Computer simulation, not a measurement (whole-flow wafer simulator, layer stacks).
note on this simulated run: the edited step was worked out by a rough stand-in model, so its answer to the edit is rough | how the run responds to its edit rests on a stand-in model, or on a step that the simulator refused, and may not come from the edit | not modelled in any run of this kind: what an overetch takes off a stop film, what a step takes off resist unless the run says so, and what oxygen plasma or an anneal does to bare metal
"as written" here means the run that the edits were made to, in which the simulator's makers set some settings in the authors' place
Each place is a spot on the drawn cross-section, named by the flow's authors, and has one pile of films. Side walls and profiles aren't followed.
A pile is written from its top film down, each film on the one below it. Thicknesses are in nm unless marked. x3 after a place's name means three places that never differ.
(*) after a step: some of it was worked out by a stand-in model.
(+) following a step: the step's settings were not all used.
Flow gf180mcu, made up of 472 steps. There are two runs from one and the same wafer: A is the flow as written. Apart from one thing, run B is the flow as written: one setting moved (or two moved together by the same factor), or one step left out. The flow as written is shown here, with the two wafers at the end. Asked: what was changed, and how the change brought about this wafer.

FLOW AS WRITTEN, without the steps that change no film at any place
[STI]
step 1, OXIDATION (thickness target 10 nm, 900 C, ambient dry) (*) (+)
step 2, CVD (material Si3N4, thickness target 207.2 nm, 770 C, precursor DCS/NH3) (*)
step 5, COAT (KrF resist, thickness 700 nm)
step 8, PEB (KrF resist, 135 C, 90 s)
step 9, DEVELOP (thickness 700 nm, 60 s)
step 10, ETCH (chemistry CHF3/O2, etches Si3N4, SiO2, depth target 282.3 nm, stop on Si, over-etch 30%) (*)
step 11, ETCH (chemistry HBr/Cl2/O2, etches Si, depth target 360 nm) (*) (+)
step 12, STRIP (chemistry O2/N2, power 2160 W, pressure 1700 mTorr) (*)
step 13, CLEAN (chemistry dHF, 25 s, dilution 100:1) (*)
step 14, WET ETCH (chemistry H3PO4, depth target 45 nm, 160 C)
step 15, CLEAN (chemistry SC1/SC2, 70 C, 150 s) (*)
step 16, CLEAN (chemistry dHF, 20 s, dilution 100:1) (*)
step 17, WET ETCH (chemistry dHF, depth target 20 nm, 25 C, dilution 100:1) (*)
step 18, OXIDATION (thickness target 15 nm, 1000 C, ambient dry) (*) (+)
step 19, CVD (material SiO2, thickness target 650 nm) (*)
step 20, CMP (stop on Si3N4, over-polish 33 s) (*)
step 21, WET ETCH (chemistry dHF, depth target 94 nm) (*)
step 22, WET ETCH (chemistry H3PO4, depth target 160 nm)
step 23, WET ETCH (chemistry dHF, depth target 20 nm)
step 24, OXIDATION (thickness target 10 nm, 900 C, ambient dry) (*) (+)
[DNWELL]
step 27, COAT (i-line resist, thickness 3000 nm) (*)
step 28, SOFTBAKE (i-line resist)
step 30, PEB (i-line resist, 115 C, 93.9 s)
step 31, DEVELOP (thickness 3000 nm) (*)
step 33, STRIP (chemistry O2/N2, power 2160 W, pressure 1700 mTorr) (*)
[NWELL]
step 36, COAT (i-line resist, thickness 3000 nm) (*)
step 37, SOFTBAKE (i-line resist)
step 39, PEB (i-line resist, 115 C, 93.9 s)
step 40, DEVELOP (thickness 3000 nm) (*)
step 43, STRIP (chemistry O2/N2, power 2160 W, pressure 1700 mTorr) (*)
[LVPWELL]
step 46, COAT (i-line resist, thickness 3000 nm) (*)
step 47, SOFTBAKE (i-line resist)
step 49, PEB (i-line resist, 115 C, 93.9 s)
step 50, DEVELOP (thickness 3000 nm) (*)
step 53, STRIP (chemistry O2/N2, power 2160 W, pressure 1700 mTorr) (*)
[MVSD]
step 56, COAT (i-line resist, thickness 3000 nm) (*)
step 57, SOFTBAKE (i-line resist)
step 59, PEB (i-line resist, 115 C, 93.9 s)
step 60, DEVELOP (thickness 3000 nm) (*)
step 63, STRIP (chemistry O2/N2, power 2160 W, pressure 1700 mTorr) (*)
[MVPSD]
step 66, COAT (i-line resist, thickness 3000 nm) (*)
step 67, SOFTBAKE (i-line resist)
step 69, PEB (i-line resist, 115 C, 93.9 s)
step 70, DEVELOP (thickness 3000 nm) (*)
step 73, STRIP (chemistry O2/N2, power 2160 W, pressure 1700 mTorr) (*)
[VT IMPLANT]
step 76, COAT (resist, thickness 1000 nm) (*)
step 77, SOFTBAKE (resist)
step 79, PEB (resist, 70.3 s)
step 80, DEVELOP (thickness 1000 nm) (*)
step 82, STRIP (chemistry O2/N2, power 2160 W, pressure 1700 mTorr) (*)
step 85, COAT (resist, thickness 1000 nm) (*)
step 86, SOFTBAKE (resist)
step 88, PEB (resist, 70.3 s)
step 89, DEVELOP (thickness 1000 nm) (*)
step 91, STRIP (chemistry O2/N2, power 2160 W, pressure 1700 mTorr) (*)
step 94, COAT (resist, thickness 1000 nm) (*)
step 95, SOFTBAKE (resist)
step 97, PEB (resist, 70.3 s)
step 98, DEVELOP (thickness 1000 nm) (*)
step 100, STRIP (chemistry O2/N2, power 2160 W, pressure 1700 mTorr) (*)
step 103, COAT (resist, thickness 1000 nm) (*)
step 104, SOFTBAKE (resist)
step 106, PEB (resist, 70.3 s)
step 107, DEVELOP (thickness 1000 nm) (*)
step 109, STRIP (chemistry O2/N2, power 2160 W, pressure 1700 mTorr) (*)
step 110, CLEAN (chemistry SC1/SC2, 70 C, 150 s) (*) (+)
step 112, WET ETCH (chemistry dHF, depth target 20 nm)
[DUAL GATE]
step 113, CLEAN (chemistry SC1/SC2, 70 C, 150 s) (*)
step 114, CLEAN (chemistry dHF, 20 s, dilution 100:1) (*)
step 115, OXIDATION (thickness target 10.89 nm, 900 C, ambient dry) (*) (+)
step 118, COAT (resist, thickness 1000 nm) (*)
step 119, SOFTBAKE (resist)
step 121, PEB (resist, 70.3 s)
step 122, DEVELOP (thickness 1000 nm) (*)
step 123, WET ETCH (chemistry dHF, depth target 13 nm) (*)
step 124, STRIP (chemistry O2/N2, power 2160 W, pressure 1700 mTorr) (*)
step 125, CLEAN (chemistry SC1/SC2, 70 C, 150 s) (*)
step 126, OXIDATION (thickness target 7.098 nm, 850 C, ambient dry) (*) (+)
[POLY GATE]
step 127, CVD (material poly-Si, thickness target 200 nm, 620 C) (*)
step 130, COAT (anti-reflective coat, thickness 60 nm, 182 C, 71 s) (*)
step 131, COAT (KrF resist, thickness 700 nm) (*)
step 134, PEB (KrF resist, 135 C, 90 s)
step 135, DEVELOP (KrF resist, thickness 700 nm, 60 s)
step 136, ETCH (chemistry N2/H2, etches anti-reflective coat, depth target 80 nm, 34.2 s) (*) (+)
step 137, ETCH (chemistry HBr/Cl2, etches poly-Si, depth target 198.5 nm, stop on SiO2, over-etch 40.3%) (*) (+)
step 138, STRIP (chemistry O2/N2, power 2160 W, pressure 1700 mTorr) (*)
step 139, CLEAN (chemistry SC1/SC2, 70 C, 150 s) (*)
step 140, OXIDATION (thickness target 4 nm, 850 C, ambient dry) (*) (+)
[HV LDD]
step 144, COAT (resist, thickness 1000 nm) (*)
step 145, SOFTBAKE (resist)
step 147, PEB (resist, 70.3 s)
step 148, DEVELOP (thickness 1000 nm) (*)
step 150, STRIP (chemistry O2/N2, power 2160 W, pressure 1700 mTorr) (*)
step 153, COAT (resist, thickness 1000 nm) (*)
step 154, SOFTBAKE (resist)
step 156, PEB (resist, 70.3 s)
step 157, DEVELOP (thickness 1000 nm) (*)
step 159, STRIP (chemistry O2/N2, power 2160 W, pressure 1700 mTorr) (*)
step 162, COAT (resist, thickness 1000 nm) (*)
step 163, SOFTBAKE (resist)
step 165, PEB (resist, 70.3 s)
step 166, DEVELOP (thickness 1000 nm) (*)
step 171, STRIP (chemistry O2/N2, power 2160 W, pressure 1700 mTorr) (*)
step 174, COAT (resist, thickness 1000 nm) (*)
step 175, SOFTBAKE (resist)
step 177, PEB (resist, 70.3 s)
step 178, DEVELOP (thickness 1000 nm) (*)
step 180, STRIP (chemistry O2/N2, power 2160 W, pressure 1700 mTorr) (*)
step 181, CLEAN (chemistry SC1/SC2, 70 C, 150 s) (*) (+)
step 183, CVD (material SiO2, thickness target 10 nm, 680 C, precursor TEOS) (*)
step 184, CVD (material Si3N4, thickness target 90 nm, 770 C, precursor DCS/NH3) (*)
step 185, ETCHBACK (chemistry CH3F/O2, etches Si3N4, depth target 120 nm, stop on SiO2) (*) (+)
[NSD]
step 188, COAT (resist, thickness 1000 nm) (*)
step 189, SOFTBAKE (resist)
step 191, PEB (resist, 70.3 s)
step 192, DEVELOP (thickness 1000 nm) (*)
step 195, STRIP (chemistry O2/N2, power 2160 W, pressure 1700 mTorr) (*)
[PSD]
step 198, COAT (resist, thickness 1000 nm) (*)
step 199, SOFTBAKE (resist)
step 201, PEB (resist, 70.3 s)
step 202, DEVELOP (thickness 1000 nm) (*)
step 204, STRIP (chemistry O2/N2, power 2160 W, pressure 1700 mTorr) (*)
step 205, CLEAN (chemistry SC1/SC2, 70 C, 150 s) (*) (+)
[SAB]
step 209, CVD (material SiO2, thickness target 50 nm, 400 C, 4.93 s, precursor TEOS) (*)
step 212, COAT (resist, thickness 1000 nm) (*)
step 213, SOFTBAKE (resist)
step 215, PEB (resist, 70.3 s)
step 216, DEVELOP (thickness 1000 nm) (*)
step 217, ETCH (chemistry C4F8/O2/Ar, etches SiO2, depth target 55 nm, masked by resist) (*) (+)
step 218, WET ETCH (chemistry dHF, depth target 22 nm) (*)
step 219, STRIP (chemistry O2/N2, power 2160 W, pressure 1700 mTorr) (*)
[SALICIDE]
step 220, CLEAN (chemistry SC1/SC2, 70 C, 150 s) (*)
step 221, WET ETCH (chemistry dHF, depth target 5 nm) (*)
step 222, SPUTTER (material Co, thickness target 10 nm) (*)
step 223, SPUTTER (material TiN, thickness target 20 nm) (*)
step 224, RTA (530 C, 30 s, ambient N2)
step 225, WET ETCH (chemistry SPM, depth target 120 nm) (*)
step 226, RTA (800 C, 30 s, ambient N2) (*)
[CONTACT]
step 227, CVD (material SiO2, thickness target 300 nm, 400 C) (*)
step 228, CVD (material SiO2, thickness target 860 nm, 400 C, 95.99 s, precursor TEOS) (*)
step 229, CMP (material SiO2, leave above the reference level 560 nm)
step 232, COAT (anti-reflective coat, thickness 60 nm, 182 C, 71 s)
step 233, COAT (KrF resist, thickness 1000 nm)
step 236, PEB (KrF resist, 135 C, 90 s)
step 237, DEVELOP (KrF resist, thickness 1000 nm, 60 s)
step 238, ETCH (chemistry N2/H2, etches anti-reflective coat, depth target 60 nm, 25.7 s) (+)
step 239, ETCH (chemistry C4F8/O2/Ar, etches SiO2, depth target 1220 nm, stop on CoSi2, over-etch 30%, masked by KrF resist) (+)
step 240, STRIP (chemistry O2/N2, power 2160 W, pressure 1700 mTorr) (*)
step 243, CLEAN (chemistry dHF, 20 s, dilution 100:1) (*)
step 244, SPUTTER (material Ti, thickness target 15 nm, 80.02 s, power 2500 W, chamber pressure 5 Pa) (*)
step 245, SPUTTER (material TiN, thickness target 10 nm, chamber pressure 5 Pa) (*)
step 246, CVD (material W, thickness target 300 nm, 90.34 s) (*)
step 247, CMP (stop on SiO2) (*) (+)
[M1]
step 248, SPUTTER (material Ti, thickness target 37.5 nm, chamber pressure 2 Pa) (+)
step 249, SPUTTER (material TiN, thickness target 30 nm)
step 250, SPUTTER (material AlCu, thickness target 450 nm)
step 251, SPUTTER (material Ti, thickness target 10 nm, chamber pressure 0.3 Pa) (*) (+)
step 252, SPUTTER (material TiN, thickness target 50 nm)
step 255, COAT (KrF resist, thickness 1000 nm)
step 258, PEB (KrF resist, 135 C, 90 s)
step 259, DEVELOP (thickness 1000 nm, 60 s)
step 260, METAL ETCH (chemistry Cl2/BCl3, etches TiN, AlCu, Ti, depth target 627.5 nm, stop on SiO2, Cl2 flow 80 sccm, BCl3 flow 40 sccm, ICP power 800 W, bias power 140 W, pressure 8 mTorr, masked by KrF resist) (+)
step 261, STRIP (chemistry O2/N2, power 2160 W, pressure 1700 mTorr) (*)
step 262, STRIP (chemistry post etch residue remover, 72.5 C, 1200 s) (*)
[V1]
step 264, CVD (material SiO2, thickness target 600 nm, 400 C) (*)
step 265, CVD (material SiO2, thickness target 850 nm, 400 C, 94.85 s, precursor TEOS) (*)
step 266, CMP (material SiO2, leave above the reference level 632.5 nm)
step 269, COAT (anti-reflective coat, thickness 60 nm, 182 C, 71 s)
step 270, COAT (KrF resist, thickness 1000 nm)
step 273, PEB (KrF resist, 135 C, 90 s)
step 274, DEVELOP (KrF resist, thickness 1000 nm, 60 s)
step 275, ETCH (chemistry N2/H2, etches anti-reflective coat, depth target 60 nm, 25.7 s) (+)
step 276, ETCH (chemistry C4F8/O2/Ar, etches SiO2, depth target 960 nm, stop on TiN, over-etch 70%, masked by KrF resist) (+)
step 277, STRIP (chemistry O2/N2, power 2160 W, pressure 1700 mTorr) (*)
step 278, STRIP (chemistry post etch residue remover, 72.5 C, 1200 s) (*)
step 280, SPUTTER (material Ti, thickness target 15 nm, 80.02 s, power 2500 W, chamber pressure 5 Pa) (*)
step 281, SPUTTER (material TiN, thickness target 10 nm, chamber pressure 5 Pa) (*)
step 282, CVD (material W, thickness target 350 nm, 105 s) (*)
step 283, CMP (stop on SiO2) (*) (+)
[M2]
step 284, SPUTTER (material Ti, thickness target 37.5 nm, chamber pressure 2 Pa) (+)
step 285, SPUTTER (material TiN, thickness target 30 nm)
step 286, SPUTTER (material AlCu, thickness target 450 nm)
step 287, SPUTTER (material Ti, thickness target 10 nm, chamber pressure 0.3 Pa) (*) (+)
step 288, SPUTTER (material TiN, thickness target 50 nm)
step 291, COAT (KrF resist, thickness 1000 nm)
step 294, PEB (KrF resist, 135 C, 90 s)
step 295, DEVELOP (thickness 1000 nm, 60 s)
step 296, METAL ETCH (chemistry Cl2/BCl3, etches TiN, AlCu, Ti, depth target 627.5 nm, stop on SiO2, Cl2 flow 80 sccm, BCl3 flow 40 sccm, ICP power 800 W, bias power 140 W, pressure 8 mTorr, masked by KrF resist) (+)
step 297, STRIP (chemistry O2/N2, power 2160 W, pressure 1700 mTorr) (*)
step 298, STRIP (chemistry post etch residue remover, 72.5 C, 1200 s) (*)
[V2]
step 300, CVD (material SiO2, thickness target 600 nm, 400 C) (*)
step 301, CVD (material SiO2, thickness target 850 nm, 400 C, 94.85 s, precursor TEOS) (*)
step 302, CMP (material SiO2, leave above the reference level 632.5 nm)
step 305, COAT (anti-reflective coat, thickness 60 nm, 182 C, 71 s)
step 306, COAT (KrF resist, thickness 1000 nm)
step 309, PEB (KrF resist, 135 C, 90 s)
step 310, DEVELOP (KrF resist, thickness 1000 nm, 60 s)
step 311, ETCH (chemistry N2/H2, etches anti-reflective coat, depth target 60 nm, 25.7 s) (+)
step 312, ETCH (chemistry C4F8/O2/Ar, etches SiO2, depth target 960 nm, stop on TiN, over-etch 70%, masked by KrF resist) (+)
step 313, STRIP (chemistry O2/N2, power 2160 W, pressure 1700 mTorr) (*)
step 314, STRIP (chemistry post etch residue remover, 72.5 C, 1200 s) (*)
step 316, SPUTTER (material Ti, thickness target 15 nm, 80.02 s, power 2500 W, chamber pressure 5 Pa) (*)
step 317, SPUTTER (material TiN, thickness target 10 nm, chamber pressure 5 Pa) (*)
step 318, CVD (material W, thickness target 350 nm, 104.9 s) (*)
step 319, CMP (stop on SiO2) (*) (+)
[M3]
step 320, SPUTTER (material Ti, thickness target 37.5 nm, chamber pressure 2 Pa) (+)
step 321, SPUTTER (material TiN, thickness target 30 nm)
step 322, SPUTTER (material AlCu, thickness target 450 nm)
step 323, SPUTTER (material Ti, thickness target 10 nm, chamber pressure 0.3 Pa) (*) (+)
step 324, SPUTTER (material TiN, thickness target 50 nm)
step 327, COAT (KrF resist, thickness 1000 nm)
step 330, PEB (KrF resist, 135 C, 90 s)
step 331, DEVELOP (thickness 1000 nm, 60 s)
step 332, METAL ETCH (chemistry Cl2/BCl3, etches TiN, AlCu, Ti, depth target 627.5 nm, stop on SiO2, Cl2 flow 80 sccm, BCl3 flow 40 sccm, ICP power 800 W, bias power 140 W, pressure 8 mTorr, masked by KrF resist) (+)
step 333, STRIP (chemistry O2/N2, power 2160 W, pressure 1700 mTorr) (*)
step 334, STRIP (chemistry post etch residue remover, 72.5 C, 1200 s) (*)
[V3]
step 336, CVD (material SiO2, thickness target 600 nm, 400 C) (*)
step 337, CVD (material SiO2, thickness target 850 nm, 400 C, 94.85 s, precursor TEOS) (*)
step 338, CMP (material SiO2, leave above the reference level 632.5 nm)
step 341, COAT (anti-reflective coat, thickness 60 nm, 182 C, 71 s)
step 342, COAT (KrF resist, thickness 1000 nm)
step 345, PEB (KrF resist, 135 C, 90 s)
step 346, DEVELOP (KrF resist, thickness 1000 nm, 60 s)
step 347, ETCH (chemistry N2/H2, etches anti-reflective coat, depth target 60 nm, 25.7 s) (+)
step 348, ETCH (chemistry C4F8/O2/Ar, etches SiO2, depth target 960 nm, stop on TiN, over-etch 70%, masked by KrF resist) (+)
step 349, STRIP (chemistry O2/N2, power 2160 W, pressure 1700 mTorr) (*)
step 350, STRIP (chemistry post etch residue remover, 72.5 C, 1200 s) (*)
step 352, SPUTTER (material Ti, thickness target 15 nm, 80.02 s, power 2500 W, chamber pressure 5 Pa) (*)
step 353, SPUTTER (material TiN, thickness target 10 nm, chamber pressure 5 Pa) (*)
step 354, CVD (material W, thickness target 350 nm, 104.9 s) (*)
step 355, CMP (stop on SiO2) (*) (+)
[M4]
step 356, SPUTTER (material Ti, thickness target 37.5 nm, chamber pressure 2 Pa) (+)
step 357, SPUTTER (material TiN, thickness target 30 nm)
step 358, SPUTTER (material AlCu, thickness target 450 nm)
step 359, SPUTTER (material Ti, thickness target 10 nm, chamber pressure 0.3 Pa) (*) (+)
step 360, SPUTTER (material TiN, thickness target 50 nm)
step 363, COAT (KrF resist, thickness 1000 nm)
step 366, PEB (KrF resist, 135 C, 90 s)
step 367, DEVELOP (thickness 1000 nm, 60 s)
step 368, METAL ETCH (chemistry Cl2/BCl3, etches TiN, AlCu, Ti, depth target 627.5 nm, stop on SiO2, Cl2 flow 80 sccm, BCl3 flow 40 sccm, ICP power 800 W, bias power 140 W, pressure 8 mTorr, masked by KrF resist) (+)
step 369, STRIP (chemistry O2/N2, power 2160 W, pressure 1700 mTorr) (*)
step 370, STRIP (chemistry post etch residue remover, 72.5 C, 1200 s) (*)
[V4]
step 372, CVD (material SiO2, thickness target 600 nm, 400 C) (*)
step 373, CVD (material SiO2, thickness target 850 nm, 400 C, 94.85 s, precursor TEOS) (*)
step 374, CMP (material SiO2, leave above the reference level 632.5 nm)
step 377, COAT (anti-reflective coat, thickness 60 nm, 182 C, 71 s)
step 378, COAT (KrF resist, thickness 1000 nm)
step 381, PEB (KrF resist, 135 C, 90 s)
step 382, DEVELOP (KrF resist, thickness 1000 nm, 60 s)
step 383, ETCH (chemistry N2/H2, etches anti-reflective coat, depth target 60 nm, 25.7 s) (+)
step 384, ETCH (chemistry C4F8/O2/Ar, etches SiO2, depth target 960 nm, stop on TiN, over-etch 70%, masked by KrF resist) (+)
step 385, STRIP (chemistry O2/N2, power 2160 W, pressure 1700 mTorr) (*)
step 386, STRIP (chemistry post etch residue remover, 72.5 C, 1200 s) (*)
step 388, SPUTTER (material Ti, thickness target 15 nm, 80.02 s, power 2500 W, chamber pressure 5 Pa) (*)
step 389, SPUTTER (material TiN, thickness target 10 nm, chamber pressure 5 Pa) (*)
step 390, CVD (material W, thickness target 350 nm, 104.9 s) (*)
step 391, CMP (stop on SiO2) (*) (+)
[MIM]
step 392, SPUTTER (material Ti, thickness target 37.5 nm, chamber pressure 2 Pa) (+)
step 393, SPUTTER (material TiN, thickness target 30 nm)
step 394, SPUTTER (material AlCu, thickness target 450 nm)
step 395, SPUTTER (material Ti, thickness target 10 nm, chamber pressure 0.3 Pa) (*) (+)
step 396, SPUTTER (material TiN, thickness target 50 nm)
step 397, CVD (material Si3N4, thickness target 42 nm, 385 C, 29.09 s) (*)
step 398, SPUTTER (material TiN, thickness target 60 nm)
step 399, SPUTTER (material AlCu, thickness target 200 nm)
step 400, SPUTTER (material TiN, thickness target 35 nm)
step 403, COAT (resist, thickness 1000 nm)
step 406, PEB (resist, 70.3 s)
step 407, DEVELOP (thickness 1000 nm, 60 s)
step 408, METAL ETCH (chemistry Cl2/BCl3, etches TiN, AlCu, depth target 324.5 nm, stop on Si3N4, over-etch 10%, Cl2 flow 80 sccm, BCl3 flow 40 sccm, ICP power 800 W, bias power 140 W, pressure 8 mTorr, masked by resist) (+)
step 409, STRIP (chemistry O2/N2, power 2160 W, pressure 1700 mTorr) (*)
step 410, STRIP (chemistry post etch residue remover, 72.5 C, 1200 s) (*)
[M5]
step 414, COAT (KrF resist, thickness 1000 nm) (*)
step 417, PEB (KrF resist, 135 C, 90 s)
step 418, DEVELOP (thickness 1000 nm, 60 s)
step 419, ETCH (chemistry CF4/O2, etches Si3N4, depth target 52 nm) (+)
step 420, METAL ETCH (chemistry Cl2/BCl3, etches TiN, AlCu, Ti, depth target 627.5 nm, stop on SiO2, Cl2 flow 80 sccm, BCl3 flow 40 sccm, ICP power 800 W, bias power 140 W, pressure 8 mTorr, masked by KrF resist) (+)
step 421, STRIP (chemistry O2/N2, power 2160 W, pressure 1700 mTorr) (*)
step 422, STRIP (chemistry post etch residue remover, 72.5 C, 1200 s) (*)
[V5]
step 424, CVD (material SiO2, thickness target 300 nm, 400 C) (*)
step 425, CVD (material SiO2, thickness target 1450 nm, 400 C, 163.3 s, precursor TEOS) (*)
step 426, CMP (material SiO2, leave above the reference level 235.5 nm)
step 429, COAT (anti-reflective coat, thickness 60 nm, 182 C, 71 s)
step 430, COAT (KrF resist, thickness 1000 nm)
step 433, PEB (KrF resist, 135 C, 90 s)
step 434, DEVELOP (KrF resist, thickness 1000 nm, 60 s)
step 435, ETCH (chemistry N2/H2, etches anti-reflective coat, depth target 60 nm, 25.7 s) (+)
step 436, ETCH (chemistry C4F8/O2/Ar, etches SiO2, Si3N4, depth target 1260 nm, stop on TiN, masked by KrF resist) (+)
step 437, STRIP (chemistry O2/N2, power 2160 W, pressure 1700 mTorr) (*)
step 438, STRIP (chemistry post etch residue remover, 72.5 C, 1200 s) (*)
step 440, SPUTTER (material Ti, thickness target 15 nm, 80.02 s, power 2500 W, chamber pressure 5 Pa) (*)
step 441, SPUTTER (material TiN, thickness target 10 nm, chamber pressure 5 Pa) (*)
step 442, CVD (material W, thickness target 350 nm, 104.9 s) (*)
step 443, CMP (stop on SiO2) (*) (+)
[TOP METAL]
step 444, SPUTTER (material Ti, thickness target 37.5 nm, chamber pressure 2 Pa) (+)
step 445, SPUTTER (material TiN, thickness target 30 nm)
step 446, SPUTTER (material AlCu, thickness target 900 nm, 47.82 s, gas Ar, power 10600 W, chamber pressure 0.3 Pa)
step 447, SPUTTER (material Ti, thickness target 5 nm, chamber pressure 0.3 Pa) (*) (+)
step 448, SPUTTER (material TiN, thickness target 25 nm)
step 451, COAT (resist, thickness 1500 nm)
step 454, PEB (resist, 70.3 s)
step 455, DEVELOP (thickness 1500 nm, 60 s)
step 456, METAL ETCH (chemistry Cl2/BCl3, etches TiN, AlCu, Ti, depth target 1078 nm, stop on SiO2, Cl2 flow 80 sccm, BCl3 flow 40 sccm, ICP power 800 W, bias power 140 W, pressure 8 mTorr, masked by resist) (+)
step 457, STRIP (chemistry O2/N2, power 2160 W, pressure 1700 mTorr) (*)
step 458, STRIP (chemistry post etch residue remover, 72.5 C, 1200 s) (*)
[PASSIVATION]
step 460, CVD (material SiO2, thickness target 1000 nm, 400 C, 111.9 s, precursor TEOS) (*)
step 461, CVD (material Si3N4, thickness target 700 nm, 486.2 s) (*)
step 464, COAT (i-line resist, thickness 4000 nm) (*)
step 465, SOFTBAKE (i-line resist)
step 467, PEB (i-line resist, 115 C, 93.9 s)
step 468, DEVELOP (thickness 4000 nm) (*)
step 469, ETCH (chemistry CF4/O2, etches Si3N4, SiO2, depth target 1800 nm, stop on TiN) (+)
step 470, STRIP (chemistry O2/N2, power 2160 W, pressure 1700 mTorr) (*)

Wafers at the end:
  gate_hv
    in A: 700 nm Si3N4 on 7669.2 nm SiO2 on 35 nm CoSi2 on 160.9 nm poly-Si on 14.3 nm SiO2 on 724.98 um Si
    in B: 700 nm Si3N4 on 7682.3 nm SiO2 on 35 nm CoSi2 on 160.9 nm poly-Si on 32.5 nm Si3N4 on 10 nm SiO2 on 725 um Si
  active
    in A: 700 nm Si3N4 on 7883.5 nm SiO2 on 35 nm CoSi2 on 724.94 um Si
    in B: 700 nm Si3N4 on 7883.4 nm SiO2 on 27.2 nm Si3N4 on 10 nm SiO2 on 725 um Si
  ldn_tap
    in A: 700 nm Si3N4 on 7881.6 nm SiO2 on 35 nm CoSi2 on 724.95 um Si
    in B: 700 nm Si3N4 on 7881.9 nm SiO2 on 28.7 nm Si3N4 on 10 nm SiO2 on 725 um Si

What caused this: step 2, CVD: thickness target 253.8 nm was run, whereas the flow has thickness target 207.2 nm.

How this came from the change, step by step:
  step 2, CVD (material Si3N4, thickness target 207.2 nm, 770 C, precursor DCS/NH3) (*)
      field, field_sub, active and 77 more: A Si3N4 gains 207.2 (new film) | B Si3N4 gains 253.8 (new film)
  step 10, ETCH (chemistry CHF3/O2, etches Si3N4, SiO2, depth target 282.3 nm, stop on Si, over-etch 30%) (*)
      field, field_sub, sti and 34 more: A Si3N4 loses 207.2 (all of it), SiO2 loses 10 (all of it), Si loses 13 | B Si3N4 loses 253.8 (all of it), SiO2 loses 10 (all of it), Si loses 3.71
  step 11, ETCH (chemistry HBr/Cl2/O2, etches Si, depth target 360 nm) (*) (+)
      active, n_well, p_well and 40 more: A KrF resist loses 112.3 | B KrF resist loses 115.4
      field, field_sub, sti and 34 more: A Si loses 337 | B Si loses 346.3
  step 19, CVD (material SiO2, thickness target 650 nm) (*)
      m1, ld_fp_n, ld_drift_n and 8 more: A SiO2 gains 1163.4 | B SiO2 gains 1210
  step 20, CMP (stop on Si3N4, over-polish 33 s) (*)
      sti, mim_1p0, pad and 11 more: A SiO2 loses 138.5 | B SiO2 loses 91.9
      nw_enc_fld, nw_enc_fld_lv: A SiO2 loses 142.5 | B SiO2 loses 95.9
      (as well as at 10 more places)
  step 22, WET ETCH (chemistry H3PO4, depth target 160 nm)
      active, n_well, p_well and 40 more: A Si3N4 loses 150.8 (all of it), SiO2 loses 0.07 | B Si3N4 loses 160.1
  step 23, WET ETCH (chemistry dHF, depth target 20 nm)
      active, n_well, p_well and 40 more: A SiO2 loses 9.93 (all of it) | B Si3N4 loses 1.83
  step 24, OXIDATION (thickness target 10 nm, 900 C, ambient dry) (*) (+)
      active, n_well, p_well and 40 more: A SiO2 gains 10 (new film), Si loses 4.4 | B nothing
  step 28, SOFTBAKE (i-line resist)
      ldn_fp, ldn_drn: A i-line resist gains 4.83 | B i-line resist gains 5.63
      active_nat: A i-line resist gains 2.84 | B i-line resist gains 3.39
      (as well as at 18 more places)
  step 37, SOFTBAKE (i-line resist)
      ldn_fp, ldn_drn: A i-line resist gains 4.83 | B i-line resist gains 5.63
      active_nat: A i-line resist gains 2.84 | B i-line resist gains 3.39
      (as well as at 18 more places)
  step 47, SOFTBAKE (i-line resist)
      ldn_fp, ldn_drn: A i-line resist gains 4.83 | B i-line resist gains 5.63
      active_nat: A i-line resist gains 2.84 | B i-line resist gains 3.39
      (as well as at 18 more places)
  step 57, SOFTBAKE (i-line resist)
      ldn_fp, ldn_drn: A i-line resist gains 4.83 | B i-line resist gains 5.63
      active_nat: A i-line resist gains 2.84 | B i-line resist gains 3.39
      (as well as at 18 more places)
  step 67, SOFTBAKE (i-line resist)
      ldn_fp, ldn_drn: A i-line resist gains 4.83 | B i-line resist gains 5.63
      active_nat: A i-line resist gains 2.84 | B i-line resist gains 3.39
      (as well as at 18 more places)
  step 112, WET ETCH (chemistry dHF, depth target 20 nm)
      active, n_well, p_well and 40 more: A SiO2 loses 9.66 (all of it) | B Si3N4 loses 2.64
  step 113, CLEAN (chemistry SC1/SC2, 70 C, 150 s) (*)
      active, n_well, p_well and 40 more: A chemical SiO2 gains 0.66 (new film), Si loses 1.83 | B Si3N4 loses 0.07
  step 114, CLEAN (chemistry dHF, 20 s, dilution 100:1) (*)
      active, n_well, p_well and 40 more: A chemical SiO2 loses 0.66 (all of it) | B Si3N4 loses 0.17
  ... another 28 steps ...
  step 471, ANNEAL (400 C, 1800 s, ambient N2/H2)
      contact: A nothing | B under 49 films: void gains 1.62 (new film), Ti loses 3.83, TiSi first gains 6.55 (new film), Si loses 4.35
If metal films that touch count as one body, active has 0 bodies; the flow as written gives 1 body.
If metal films that touch count as one body, ldn_tap has 0 bodies; the flow as written gives 1 body.
